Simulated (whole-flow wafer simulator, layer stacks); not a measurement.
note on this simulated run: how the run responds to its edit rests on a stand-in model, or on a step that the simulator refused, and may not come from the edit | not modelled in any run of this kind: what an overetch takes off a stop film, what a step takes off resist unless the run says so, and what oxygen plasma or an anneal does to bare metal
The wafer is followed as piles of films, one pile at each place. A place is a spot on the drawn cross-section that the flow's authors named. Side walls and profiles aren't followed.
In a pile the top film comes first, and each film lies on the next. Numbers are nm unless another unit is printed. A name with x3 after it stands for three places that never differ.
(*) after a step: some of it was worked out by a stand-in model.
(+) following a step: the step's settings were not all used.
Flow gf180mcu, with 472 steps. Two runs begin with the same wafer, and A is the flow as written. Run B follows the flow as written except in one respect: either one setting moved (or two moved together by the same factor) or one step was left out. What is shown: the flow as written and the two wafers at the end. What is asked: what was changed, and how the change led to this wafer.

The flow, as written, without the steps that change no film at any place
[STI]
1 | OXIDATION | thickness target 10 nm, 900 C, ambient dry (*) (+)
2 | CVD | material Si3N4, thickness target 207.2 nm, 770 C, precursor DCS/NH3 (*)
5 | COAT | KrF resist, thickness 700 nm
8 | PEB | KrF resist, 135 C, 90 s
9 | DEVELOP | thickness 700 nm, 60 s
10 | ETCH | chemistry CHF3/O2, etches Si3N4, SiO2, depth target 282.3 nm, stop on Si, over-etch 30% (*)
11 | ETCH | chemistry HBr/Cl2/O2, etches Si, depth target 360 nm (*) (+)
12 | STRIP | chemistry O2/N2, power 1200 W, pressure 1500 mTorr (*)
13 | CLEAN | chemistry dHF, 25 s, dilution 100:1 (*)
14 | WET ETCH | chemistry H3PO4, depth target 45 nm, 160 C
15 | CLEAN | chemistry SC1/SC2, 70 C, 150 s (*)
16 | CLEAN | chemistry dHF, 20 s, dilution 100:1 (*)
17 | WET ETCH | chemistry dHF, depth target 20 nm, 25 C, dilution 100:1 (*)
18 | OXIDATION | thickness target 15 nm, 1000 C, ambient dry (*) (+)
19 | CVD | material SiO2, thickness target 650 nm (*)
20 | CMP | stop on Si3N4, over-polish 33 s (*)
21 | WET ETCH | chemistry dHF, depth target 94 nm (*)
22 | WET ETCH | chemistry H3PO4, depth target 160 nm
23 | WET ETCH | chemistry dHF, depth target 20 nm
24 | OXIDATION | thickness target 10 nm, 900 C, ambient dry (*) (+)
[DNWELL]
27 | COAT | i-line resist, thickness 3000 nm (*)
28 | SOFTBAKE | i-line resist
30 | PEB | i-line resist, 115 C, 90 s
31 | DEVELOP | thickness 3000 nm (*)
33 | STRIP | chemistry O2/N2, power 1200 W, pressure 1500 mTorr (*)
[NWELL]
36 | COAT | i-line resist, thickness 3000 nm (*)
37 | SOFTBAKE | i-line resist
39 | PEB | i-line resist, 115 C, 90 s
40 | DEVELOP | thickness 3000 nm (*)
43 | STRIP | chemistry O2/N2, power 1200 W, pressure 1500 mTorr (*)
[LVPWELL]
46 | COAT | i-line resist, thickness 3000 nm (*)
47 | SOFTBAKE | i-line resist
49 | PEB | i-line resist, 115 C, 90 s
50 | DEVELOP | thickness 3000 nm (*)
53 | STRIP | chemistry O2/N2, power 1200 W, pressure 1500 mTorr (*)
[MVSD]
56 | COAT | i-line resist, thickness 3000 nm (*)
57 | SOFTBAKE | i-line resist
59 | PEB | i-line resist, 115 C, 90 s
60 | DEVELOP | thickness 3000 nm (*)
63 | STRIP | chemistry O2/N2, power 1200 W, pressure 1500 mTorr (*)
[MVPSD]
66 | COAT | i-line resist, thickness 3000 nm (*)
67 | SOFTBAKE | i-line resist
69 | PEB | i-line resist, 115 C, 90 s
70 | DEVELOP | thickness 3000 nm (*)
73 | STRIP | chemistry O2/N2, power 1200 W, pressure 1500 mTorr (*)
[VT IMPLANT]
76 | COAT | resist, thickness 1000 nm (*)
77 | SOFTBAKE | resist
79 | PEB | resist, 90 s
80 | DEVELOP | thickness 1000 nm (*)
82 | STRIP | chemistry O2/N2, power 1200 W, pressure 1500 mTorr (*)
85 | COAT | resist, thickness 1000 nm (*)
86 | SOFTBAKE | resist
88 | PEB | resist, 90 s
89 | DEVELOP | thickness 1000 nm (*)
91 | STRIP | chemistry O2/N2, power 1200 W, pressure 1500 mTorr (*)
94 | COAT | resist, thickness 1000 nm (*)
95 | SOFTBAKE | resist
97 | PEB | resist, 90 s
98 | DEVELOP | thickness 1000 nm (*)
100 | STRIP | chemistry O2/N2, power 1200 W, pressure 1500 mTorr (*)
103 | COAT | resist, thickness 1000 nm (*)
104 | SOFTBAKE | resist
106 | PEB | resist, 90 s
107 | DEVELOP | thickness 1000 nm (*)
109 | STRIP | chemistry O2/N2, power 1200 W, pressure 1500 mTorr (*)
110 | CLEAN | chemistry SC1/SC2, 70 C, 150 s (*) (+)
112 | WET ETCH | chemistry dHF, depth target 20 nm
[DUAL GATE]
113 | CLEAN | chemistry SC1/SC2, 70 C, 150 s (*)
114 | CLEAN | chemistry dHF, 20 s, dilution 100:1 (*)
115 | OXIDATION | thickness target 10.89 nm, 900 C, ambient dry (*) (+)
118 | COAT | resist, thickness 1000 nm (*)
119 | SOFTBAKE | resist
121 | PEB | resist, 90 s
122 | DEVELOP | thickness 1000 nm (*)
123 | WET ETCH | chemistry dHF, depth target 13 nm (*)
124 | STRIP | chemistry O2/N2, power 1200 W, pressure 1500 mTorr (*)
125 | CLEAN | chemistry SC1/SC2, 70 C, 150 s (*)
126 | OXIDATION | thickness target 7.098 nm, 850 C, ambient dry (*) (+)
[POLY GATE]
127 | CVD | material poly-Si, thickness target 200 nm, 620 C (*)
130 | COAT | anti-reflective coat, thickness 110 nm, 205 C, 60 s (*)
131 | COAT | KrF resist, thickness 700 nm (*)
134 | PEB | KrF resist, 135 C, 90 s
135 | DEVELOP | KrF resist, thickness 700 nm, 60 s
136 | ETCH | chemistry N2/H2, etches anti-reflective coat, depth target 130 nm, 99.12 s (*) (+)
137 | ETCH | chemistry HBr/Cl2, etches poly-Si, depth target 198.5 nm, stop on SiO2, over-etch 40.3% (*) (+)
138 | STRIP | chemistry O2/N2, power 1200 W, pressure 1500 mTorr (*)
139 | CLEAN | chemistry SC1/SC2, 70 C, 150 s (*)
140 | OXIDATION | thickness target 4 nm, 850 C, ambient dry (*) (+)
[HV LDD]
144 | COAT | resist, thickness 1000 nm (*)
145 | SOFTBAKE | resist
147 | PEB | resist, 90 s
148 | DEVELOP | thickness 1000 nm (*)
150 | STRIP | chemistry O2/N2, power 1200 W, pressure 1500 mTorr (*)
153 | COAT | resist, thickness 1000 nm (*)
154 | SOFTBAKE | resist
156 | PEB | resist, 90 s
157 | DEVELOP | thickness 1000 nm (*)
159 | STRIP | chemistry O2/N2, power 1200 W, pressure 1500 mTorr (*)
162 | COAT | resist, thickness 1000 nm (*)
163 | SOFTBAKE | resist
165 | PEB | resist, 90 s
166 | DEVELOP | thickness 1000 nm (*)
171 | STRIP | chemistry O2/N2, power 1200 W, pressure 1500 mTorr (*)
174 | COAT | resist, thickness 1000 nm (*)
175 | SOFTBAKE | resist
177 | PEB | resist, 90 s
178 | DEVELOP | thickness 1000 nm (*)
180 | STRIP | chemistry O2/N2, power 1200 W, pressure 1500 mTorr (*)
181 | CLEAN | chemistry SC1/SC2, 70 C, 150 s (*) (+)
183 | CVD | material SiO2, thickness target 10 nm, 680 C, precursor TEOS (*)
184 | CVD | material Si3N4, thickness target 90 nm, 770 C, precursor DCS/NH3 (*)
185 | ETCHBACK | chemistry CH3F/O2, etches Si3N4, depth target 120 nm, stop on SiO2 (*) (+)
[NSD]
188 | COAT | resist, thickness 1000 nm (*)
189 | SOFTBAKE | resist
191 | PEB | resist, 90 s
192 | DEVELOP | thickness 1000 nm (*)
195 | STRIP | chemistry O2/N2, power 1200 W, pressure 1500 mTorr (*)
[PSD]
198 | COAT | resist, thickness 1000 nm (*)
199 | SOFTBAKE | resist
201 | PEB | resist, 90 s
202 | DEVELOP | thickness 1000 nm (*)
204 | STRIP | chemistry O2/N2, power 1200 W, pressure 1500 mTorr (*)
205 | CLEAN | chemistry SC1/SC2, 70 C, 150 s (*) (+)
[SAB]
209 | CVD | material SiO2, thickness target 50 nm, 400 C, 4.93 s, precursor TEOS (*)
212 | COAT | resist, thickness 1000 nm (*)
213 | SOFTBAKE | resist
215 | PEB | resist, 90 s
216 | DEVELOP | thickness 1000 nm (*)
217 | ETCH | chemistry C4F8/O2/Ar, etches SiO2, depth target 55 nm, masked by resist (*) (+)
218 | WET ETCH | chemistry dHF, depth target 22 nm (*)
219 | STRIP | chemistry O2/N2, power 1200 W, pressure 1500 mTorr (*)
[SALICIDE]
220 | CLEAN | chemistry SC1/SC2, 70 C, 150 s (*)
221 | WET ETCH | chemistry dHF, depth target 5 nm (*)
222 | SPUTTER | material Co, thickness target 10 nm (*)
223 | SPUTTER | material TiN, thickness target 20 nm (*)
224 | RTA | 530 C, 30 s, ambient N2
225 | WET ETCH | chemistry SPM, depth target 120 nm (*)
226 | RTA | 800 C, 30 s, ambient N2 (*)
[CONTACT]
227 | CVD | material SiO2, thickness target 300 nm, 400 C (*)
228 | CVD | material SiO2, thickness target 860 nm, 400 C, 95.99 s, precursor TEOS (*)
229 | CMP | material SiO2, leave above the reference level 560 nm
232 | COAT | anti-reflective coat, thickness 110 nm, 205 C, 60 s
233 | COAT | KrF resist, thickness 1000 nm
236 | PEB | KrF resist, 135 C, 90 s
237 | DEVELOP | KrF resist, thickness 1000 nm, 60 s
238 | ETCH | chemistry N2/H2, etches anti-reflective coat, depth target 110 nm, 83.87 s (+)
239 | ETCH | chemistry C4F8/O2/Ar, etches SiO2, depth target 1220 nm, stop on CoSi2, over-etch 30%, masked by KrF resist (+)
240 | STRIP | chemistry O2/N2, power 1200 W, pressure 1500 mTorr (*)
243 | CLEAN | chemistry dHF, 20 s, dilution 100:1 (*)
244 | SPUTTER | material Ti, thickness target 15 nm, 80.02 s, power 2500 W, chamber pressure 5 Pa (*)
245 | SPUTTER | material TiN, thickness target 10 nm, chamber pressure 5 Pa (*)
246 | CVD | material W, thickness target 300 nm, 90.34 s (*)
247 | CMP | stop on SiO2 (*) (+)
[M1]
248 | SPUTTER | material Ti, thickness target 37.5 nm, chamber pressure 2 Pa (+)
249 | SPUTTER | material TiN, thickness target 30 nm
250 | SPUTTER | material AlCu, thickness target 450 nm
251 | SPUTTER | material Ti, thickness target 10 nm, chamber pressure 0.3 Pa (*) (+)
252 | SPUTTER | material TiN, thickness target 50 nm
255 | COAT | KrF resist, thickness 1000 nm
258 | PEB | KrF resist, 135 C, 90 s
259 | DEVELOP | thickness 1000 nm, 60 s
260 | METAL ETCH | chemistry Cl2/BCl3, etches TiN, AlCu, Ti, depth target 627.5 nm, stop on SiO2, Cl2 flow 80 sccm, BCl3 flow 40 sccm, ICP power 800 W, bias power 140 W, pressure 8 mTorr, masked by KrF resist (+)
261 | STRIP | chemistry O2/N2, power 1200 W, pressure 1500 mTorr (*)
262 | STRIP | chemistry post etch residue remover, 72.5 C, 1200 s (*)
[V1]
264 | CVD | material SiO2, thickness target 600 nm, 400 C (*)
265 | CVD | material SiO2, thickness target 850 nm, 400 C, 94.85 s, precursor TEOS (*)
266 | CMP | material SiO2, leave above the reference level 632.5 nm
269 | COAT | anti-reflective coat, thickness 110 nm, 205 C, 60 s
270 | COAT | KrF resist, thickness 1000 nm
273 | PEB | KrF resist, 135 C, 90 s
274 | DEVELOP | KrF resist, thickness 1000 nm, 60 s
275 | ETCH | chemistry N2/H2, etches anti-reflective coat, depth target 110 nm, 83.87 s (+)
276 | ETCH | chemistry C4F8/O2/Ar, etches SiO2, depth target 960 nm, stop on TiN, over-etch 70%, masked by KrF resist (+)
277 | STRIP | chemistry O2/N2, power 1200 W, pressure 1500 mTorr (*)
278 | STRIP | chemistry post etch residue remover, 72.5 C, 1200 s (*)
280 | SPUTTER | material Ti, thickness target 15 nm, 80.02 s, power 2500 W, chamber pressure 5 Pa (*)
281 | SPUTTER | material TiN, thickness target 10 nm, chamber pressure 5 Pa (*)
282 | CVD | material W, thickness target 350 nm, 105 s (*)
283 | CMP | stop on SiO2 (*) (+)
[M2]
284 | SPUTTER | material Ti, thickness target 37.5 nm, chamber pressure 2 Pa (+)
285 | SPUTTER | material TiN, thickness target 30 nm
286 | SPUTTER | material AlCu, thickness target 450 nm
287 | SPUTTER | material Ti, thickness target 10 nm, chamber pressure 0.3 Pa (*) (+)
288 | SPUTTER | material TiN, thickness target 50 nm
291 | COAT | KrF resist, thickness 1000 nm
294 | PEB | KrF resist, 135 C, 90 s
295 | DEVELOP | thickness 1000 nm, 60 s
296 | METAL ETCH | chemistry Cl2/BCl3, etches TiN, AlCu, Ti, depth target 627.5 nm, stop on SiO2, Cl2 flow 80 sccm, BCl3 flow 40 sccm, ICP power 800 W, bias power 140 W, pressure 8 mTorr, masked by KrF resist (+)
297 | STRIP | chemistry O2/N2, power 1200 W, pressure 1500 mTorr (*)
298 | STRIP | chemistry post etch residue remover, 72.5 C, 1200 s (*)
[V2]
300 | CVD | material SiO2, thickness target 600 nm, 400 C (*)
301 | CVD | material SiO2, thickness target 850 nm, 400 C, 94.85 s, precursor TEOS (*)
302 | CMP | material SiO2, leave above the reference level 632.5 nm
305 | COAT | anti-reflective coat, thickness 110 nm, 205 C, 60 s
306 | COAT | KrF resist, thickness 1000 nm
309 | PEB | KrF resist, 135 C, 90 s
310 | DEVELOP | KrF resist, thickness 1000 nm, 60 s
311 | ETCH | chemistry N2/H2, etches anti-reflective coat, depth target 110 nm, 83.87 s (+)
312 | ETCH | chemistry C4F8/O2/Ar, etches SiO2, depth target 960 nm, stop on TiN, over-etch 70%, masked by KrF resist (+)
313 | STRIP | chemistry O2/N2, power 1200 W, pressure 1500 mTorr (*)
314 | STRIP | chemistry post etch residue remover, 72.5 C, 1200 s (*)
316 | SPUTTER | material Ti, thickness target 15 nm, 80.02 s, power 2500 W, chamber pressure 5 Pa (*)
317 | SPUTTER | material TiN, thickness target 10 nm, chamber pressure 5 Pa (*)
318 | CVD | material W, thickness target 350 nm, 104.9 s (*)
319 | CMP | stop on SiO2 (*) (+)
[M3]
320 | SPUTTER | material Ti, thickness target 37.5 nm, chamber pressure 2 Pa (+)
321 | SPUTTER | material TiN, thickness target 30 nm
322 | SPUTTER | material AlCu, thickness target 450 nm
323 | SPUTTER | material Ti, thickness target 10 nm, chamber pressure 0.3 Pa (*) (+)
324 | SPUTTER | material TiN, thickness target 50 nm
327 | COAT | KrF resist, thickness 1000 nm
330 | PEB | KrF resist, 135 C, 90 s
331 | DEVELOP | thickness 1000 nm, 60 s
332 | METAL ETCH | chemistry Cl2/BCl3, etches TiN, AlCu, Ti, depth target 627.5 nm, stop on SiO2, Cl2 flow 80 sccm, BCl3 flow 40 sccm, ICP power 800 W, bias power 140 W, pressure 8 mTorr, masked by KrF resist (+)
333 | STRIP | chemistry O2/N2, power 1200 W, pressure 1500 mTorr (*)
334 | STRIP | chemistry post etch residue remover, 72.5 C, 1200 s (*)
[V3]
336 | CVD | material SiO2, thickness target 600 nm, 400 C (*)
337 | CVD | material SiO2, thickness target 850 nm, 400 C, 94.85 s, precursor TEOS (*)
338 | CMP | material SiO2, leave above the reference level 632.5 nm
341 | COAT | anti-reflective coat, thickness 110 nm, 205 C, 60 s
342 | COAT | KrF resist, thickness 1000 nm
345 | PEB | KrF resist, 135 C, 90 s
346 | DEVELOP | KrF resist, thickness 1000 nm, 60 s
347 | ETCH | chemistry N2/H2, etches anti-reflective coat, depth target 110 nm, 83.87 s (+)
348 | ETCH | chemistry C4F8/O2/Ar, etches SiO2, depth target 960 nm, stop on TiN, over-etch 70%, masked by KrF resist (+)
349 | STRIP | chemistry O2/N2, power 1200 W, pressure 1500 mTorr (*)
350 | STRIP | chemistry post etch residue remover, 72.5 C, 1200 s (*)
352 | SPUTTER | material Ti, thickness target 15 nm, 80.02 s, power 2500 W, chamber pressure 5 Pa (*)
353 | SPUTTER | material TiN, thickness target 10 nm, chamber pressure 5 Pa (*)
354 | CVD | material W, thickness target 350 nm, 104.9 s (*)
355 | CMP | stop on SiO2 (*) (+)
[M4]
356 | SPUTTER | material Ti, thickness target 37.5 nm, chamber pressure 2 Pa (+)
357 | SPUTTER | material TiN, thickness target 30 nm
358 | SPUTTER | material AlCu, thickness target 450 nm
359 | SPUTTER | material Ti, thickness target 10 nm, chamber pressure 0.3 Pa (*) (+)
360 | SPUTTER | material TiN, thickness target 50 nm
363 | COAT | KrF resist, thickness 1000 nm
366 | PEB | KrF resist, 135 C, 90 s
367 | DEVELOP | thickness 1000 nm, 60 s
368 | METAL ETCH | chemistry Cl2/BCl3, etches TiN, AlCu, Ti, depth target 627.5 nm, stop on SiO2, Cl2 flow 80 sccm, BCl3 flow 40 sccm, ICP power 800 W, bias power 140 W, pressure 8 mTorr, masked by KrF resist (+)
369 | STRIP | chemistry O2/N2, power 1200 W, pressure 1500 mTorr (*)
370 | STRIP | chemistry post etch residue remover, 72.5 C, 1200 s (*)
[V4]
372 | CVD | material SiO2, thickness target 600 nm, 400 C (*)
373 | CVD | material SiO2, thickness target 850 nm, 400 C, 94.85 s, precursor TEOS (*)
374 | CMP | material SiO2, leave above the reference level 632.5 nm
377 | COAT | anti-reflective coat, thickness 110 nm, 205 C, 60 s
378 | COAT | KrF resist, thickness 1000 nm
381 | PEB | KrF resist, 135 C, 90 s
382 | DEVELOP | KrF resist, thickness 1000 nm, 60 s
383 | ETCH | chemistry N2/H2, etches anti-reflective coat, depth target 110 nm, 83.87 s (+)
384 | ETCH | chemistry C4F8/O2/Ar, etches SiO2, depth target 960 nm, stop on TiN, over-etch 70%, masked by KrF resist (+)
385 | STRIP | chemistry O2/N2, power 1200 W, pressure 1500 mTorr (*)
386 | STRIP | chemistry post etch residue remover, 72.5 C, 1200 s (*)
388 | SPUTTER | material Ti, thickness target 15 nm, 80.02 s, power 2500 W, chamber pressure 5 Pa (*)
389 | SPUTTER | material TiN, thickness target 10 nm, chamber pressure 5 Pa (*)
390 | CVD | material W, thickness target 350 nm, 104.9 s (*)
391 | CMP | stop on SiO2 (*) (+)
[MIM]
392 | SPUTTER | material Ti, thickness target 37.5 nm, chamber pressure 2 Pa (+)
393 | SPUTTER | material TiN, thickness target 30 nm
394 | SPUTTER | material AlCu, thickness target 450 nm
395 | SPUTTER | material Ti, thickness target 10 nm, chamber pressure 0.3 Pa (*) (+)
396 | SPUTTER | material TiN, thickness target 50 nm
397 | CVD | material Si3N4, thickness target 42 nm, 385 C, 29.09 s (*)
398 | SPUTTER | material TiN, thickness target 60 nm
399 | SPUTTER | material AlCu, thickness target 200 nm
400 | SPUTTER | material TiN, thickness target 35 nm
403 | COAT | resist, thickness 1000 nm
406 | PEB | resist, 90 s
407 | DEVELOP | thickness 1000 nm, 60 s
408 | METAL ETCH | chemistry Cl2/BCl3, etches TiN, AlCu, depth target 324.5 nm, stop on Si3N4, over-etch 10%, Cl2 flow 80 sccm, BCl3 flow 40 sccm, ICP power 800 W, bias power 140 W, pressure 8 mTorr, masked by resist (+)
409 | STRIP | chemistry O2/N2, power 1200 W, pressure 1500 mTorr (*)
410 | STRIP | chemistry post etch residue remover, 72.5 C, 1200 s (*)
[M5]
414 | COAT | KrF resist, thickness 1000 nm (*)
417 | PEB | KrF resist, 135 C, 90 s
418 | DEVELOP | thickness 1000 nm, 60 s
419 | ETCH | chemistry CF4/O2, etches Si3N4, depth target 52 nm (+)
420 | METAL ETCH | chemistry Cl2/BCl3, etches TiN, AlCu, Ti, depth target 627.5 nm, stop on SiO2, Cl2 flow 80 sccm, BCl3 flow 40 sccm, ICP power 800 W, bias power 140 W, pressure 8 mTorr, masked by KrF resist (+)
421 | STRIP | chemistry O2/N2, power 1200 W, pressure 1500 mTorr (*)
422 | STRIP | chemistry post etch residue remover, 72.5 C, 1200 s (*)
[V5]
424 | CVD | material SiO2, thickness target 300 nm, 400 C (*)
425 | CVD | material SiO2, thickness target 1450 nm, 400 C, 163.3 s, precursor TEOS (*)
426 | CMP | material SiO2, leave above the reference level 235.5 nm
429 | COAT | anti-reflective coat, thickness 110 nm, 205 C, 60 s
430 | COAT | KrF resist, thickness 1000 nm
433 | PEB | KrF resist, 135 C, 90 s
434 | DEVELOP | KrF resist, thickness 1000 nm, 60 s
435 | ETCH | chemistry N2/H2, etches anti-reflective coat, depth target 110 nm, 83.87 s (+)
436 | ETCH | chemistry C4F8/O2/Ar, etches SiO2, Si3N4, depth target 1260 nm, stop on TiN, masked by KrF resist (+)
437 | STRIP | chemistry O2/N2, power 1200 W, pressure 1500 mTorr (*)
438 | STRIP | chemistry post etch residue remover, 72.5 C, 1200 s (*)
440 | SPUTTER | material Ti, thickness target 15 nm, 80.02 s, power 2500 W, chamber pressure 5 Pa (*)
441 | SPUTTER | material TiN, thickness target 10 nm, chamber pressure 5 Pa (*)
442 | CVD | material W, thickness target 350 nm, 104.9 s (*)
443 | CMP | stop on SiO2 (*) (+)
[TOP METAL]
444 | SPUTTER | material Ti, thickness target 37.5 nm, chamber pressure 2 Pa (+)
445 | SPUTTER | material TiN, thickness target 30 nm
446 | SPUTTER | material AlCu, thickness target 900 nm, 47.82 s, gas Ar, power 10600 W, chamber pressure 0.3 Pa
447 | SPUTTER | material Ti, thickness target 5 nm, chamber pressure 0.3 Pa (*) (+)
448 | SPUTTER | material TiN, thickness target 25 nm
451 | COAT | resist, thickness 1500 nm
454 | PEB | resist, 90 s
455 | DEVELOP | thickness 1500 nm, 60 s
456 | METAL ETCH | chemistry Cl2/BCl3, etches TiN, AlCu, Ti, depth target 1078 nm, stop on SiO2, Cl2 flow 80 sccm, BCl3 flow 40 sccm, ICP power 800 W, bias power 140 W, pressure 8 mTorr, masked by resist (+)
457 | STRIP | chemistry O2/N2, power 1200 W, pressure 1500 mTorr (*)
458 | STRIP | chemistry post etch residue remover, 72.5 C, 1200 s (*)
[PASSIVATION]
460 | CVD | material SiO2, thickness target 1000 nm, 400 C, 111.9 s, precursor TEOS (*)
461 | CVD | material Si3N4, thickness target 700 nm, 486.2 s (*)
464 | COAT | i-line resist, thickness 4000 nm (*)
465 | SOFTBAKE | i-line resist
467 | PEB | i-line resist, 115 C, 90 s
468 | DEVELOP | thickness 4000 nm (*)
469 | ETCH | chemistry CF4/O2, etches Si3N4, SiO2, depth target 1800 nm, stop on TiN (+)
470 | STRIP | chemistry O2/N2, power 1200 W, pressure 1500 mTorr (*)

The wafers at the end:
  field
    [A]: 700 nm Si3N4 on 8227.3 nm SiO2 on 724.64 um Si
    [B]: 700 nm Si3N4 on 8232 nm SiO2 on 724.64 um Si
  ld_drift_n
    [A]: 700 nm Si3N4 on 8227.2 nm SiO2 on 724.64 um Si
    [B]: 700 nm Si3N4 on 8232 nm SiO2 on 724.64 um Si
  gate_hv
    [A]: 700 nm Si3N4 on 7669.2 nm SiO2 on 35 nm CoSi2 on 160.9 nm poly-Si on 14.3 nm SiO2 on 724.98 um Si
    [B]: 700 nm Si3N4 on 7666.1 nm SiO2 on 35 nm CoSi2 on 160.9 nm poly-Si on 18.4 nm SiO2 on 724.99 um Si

The reason: step 112, WET ETCH: chemistry dHF, depth target 20 nm, was omitted.

The path from the change to this, step by step:
  113 | CLEAN | chemistry SC1/SC2, 70 C, 150 s (*)
      active, n_well, p_well and 40 more: A chemical SiO2 gains 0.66 (new film), Si loses 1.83 | B SiO2 loses 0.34
  114 | CLEAN | chemistry dHF, 20 s, dilution 100:1 (*)
      active, n_well, p_well and 40 more: A chemical SiO2 loses 0.66 (all of it) | B SiO2 loses 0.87
  115 | OXIDATION | thickness target 10.89 nm, 900 C, ambient dry (*) (+)
      active, n_well, p_well and 40 more: A SiO2 gains 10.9 (new film), Si loses 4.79 | B SiO2 gains 6.91, Si loses 3.04
  123 | WET ETCH | chemistry dHF, depth target 13 nm (*)
      active, n_well, p_well and 12 more: A SiO2 loses 10.9 (all of it) | B SiO2 loses 13
  124 | STRIP | chemistry O2/N2, power 1200 W, pressure 1500 mTorr (*)
      active, n_well, p_well and 12 more: A chemical SiO2 gains 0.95 (new film), Si loses 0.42 | B nothing
  126 | OXIDATION | thickness target 7.098 nm, 850 C, ambient dry (*) (+)
      active, n_well, p_well and 11 more: A SiO2 gains 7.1 (new film), chemical SiO2 loses 0.76 (all of it), Si loses 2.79 | B SiO2 gains 5.09, Si loses 2.24
      iso_ptap_sub: A SiO2 gains 7.1 (new film), chemical SiO2 loses 0.76 (all of it), Si loses 2.79 | B SiO2 gains 5.08, Si loses 2.24
  130 | COAT | anti-reflective coat, thickness 110 nm, 205 C, 60 s (*)
      p_well, spacer, sd_n: A anti-reflective coat gains 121 (new film) | B anti-reflective coat gains 137.7 (new film)
      field: A anti-reflective coat gains 112.6 (new film) | B anti-reflective coat gains 107 (new film)
      (also at 72 further places)
  136 | ETCH | chemistry N2/H2, etches anti-reflective coat, depth target 130 nm, 99.12 s (*) (+)
      p_well, spacer, sd_n: A anti-reflective coat loses 121 (all of it), poly-Si loses 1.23 | B anti-reflective coat loses 137.7 (all of it), poly-Si loses 0.8
      field: A anti-reflective coat loses 112.6 (all of it), poly-Si loses 1.45 | B anti-reflective coat loses 107 (all of it), poly-Si loses 1.59
      (also at 51 further places)
  138 | STRIP | chemistry O2/N2, power 1200 W, pressure 1500 mTorr (*)
      gate: A chemical SiO2 gains 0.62 (new film), KrF resist loses 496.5 (all of it), anti-reflective coat loses 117 (all of it), poly-Si loses 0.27 | B chemical SiO2 gains 0.62 (new film), KrF resist loses 498 (all of it), anti-reflective coat loses 125.4 (all of it), poly-Si loses 0.27
      gate_hv: A chemical SiO2 gains 0.62 (new film), KrF resist loses 495.3 (all of it), anti-reflective coat loses 109.8 (all of it), poly-Si loses 0.27 | B chemical SiO2 gains 0.62 (new film), KrF resist loses 497 (all of it), anti-reflective coat loses 113.3 (all of it), poly-Si loses 0.27
      (also at 19 further places)
  189 | SOFTBAKE | resist
      field__w9: A resist gains 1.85 | B resist loses 1.11
      active_hv: A resist gains 0.78 | B resist gains 0.23
      (also at 1 further place)
  191 | PEB | resist, 90 s
      spacer: A resist loses 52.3 | B resist loses 53.4
  199 | SOFTBAKE | resist
      field__w9: A resist gains 1.85 | B resist loses 1.11
      active_hv: A resist gains 0.78 | B resist gains 0.23
      (also at 1 further place)
  201 | PEB | resist, 90 s
      spacer: A resist loses 52.3 | B resist loses 53.4
  209 | CVD | material SiO2, thickness target 50 nm, 400 C, 4.93 s, precursor TEOS (*)
      active: A SiO2 gains 50 | B SiO2 gains 48.3
      sd_p: A SiO2 gains 49.1 | B SiO2 gains 47.9
      (also at 1 further place)
  218 | WET ETCH | chemistry dHF, depth target 22 nm (*)
      ldn_tap, ldn_src, ldn_drn, ldp_tap, ldp_src, ldp_drn, ldp_gr: A SiO2 loses 16 (all of it) | B SiO2 loses 20 (all of it)
      active: A SiO2 loses 9.01 (all of it) | B SiO2 loses 7.22 (all of it)
      (also at 8 further places)
  223 | SPUTTER | material TiN, thickness target 20 nm (*)
      sd_p: A TiN gains 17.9 (new film) | B TiN gains 17.3 (new film)
      ld_sd_n: A TiN gains 15.5 (new film) | B TiN gains 16.2 (new film)
      (also at 2 further places)
  ... 4 further steps ...
  239 | ETCH | chemistry C4F8/O2/Ar, etches SiO2, depth target 1220 nm, stop on CoSi2, over-etch 30%, masked by KrF resist (+)
      polyc_n, polyc_p: A SiO2 loses 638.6 (all of it) | B SiO2 loses 621.4 (all of it)
